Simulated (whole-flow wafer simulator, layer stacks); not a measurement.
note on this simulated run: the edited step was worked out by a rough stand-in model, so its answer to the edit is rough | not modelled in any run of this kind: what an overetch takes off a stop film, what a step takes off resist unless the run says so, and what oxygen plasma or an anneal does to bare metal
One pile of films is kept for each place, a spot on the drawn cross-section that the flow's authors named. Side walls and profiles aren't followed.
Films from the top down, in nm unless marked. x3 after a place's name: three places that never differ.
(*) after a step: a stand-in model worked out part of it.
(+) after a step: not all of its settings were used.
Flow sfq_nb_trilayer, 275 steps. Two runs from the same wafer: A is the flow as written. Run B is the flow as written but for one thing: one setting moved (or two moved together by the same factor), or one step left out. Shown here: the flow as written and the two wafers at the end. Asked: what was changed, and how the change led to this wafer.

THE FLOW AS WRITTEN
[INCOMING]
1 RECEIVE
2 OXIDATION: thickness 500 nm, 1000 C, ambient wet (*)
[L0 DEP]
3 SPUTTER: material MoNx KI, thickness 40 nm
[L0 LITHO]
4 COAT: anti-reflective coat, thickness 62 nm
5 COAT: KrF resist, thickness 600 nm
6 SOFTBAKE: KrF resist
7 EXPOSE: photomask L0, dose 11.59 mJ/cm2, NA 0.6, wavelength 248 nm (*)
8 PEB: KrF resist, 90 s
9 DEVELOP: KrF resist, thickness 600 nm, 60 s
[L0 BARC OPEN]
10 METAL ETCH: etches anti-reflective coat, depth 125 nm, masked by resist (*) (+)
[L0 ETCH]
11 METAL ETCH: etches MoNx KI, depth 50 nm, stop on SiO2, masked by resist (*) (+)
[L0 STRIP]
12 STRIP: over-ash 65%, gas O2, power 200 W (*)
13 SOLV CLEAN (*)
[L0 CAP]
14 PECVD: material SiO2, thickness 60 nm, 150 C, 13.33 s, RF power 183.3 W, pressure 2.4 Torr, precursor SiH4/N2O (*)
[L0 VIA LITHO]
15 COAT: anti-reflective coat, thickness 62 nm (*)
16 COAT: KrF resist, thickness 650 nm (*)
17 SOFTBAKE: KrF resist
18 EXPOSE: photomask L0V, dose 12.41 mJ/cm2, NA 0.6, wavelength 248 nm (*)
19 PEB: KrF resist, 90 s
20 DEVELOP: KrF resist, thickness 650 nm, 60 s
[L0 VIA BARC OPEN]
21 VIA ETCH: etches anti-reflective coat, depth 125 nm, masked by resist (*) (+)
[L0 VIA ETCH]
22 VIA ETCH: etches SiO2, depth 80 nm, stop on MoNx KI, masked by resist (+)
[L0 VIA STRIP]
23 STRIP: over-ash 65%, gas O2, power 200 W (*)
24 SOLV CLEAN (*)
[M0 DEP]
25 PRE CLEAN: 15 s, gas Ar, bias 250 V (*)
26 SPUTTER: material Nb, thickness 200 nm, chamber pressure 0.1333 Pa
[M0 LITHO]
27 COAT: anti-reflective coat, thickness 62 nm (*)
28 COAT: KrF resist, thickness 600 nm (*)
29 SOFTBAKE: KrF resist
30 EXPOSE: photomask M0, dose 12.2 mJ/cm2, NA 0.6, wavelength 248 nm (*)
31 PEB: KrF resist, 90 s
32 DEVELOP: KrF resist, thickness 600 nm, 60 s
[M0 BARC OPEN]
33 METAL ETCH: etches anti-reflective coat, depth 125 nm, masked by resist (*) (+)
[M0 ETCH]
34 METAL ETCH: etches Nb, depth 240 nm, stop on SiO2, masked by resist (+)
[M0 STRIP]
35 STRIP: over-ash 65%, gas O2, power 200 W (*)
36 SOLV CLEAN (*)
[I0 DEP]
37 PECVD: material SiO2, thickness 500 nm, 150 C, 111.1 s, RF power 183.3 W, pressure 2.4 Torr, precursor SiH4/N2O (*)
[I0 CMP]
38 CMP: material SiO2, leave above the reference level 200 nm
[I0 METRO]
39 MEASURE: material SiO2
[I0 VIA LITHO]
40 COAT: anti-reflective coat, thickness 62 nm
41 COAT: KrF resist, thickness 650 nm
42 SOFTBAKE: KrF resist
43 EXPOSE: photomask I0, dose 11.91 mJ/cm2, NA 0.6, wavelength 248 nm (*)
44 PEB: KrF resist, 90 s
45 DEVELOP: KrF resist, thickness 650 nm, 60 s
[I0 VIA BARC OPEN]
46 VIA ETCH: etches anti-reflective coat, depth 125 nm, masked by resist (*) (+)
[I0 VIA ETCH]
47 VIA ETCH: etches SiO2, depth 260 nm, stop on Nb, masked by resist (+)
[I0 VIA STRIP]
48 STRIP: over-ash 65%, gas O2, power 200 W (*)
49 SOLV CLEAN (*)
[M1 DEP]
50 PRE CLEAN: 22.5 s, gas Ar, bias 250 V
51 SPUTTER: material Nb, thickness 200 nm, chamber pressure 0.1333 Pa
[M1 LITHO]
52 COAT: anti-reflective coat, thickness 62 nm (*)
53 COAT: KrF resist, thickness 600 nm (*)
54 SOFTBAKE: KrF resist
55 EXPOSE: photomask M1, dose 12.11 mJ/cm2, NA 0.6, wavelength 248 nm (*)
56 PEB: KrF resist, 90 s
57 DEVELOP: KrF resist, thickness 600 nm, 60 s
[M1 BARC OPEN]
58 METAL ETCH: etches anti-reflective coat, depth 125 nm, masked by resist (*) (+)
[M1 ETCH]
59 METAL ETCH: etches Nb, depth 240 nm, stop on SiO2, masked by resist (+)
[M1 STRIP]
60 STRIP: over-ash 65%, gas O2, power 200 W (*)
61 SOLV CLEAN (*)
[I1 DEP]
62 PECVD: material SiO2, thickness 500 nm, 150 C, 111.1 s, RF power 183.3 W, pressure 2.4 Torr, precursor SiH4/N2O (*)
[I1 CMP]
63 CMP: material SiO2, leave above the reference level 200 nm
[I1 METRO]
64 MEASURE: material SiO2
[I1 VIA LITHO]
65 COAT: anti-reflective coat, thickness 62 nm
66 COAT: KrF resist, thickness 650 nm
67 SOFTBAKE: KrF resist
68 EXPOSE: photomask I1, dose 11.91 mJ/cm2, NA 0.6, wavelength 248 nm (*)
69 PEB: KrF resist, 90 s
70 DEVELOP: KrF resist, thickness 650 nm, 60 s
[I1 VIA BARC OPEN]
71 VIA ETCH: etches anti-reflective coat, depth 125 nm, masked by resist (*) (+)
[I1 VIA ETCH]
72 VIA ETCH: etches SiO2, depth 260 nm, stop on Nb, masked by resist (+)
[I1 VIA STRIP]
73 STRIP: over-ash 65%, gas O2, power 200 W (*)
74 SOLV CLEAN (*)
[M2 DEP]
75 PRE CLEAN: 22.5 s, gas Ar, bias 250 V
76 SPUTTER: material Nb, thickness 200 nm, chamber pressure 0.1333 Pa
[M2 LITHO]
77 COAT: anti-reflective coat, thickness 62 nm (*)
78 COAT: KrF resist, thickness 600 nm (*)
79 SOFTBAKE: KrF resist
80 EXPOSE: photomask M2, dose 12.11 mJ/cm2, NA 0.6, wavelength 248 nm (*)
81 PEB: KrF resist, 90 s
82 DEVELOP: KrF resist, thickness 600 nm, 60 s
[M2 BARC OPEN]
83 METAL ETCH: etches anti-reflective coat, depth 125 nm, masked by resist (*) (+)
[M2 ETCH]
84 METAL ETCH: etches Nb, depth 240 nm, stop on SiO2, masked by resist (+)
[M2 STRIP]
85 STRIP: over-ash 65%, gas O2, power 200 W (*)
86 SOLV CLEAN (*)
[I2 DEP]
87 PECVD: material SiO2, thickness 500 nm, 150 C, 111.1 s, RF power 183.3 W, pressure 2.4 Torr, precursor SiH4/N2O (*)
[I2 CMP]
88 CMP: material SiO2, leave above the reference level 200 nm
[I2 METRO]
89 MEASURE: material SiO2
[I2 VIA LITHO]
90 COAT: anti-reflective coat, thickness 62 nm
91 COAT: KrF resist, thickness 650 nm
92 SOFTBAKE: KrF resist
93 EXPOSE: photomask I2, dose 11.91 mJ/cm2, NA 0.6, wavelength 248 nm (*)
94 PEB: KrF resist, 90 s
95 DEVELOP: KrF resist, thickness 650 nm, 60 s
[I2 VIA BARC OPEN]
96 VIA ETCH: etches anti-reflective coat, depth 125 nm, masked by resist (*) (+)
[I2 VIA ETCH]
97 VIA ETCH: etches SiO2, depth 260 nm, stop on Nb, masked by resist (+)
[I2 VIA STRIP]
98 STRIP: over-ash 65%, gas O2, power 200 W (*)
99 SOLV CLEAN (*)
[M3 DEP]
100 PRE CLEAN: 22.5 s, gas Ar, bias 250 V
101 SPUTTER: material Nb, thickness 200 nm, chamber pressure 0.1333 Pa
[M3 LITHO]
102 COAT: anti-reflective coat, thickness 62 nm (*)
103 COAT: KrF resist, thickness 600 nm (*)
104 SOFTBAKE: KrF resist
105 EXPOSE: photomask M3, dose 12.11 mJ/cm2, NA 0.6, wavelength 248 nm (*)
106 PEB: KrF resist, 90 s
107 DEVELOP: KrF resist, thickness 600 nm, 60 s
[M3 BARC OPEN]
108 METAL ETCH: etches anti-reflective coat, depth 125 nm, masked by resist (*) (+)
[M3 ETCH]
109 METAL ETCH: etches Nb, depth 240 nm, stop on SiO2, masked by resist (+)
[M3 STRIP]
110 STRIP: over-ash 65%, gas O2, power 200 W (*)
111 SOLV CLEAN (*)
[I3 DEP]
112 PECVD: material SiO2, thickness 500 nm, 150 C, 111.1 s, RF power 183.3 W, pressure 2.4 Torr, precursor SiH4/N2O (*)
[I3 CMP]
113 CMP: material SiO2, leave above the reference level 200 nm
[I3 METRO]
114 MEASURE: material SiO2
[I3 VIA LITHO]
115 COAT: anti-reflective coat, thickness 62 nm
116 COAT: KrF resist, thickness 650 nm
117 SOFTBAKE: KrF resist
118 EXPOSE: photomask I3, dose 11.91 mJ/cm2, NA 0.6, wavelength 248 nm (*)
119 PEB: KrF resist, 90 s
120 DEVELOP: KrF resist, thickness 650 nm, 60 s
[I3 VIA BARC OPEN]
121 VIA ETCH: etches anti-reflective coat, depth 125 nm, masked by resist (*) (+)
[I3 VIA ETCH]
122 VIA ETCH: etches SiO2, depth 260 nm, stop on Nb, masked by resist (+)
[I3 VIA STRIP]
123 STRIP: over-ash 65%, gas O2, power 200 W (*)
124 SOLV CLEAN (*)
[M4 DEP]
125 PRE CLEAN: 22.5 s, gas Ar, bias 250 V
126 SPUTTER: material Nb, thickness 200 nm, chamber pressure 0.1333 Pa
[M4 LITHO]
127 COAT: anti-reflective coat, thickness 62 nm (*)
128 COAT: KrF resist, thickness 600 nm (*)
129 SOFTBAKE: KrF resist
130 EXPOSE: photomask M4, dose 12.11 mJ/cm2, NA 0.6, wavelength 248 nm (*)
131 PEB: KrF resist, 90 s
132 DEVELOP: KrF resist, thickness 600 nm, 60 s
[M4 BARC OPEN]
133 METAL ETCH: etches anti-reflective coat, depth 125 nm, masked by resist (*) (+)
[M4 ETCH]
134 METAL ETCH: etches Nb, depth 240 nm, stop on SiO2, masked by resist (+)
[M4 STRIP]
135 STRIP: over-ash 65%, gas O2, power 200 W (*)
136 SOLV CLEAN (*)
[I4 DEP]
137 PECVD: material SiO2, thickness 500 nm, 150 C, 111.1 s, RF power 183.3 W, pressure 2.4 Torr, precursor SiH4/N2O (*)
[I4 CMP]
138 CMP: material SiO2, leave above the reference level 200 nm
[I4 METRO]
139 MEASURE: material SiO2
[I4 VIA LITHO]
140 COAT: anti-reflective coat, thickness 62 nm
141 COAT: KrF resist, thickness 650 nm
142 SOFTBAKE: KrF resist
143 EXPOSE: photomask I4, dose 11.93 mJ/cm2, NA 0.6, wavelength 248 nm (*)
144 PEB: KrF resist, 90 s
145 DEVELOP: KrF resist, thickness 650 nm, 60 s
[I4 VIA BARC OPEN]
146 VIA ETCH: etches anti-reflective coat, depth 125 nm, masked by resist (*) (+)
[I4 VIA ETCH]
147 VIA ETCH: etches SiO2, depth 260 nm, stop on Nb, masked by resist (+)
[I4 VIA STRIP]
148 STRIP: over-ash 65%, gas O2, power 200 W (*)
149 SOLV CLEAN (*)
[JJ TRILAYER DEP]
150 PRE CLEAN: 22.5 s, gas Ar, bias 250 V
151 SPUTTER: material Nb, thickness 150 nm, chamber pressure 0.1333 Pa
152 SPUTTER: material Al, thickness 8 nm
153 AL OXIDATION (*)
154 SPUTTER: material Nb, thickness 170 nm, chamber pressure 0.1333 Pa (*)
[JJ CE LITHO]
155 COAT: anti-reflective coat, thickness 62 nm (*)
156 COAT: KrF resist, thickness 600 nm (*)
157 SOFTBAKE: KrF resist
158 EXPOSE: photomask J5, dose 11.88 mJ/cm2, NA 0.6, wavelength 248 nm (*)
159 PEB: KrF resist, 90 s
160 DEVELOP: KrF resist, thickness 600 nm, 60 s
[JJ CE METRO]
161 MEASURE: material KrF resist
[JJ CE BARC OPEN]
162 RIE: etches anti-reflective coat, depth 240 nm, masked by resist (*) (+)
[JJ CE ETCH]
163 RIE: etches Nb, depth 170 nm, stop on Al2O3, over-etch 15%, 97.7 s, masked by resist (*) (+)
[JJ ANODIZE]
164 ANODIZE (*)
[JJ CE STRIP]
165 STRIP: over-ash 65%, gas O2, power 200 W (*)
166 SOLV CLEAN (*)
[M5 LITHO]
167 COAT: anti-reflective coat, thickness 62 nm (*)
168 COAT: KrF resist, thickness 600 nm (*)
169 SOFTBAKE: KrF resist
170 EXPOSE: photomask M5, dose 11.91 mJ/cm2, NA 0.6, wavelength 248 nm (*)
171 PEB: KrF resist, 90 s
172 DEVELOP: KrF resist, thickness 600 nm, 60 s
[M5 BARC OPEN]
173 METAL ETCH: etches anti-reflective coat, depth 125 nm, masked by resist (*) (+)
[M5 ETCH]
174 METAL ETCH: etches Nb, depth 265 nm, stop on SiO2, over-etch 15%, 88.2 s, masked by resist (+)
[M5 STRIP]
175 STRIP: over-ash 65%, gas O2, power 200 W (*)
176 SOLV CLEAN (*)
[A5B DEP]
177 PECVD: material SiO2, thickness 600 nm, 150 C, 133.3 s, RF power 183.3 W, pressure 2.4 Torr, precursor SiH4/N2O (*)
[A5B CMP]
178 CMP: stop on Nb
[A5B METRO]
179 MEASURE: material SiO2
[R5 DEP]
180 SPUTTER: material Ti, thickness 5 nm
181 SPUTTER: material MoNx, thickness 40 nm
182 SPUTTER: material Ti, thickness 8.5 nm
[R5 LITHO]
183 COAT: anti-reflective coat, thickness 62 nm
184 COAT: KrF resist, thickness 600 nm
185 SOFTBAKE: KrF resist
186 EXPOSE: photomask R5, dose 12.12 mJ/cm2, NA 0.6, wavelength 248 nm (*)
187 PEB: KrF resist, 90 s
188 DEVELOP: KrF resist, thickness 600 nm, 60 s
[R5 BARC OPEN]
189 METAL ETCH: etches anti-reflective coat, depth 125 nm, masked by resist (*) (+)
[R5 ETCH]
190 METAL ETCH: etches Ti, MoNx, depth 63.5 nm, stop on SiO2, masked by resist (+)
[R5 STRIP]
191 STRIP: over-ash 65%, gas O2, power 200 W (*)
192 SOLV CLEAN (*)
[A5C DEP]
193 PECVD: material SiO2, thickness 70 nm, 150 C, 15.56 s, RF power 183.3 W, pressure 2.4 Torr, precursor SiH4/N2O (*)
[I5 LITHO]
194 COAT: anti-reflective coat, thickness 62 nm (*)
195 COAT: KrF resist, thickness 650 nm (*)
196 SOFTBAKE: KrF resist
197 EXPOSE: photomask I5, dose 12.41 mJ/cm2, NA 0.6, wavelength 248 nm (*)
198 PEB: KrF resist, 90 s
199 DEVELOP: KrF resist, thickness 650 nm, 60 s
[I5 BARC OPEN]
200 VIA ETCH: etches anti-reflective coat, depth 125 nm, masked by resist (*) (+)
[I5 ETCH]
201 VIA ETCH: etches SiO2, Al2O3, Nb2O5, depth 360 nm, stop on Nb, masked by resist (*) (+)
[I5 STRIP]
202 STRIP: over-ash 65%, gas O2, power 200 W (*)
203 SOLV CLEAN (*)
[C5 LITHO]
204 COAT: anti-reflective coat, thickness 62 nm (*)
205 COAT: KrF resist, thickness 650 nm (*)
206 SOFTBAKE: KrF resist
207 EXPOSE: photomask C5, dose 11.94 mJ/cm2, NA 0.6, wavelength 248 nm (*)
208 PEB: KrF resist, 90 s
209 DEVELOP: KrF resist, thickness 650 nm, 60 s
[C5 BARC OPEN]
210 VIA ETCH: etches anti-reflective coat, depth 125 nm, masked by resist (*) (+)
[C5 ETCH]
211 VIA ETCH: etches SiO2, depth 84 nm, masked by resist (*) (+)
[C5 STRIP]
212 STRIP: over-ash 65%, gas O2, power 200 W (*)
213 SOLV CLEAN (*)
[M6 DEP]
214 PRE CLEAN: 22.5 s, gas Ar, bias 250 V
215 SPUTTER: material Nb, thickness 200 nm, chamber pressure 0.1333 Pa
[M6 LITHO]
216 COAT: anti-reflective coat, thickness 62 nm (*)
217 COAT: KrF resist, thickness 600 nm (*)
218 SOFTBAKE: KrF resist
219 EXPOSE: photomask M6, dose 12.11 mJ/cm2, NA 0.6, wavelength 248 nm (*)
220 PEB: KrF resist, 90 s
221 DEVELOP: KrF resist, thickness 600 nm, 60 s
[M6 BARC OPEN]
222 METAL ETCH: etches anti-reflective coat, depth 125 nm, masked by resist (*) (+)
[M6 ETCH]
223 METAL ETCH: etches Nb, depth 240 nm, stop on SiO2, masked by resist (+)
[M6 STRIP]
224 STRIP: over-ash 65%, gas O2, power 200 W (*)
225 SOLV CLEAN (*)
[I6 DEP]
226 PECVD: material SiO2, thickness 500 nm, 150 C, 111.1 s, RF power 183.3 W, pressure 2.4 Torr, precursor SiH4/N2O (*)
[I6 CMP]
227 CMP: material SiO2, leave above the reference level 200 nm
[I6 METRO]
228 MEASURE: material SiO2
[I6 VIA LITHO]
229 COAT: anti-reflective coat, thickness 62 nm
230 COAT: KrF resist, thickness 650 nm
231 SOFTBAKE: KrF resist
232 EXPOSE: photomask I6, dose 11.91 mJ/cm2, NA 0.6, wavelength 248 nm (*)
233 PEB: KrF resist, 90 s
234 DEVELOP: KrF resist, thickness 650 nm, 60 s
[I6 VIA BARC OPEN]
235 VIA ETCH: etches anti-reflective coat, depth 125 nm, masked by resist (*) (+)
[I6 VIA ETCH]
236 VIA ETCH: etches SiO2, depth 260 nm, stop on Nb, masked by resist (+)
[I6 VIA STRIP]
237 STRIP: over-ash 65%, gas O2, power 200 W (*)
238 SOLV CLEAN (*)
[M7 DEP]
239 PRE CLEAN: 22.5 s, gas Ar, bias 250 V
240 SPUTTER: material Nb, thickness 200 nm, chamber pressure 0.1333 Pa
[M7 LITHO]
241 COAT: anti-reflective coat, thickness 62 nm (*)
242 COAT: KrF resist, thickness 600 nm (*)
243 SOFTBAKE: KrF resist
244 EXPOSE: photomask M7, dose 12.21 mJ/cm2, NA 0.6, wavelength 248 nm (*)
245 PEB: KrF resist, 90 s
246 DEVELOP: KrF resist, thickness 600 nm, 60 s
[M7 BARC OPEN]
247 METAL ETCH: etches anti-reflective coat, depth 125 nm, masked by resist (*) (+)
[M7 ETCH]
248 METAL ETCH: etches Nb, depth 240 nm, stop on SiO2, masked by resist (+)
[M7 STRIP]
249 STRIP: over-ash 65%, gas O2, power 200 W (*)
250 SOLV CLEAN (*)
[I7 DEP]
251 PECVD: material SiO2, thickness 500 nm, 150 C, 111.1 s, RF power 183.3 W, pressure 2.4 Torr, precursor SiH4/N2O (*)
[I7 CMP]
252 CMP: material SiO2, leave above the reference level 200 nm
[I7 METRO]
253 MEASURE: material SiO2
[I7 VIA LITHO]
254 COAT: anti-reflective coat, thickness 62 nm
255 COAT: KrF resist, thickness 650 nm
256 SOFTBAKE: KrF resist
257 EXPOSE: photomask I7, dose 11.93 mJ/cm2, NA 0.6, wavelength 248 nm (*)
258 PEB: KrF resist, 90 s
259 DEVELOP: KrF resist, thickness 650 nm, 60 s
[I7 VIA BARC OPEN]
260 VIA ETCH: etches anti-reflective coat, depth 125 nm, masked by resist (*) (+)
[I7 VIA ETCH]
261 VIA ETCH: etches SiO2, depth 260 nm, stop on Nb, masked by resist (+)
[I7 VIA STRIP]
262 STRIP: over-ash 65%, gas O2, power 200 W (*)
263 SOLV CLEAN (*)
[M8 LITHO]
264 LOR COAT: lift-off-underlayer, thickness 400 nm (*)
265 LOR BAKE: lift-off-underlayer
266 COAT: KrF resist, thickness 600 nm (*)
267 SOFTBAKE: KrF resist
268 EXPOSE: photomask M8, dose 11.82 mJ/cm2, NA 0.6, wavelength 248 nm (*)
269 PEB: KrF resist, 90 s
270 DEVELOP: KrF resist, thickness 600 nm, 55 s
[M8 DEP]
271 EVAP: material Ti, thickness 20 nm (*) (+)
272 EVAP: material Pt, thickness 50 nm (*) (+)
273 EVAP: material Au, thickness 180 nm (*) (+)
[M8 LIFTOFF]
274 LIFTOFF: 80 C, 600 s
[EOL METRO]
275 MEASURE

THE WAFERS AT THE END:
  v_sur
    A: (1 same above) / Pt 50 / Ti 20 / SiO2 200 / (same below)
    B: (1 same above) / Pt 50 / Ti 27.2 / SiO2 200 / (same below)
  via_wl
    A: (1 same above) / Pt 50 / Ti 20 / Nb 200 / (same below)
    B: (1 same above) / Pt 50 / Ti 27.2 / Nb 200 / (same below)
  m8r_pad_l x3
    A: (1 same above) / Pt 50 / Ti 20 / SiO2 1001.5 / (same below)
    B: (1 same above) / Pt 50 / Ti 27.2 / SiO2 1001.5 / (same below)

The cause: step 271, EVAP: thickness 27.2 nm was run, where the flow has thickness 20 nm.
It can be read off the wafer: v_sur has Ti 27.2, and step 271 as written asks for 20 nm.

How the change led to this, step by step:
  271 EVAP: material Ti, thickness 20 nm (*) (+)
      field_l, v_sur, via_wl and 103 more: A Ti +20 (new film) | B Ti +27.2 (new film)
  274 LIFTOFF: 80 C, 600 s
      p4_fl x3, p4_w1 x9, p4_g1 x2 and 60 more: A Au -180 (all of it), Pt -50 (all of it), Ti -20 (all of it), KrF resist -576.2 (all of it), lift-off-underlayer -400 (all of it) | B Au -180 (all of it), Pt -50 (all of it), Ti -27.2 (all of it), KrF resist -576.2 (all of it), lift-off-underlayer -400 (all of it)
      c5j, ce_r: A Au -180 (all of it), Pt -50 (all of it), Ti -20 (all of it), KrF resist -573.3 (all of it), lift-off-underlayer -399.3 (all of it) | B Au -180 (all of it), Pt -50 (all of it), Ti -27.2 (all of it), KrF resist -573.3 (all of it), lift-off-underlayer -399.3 (all of it)
      (and at 19 more places)
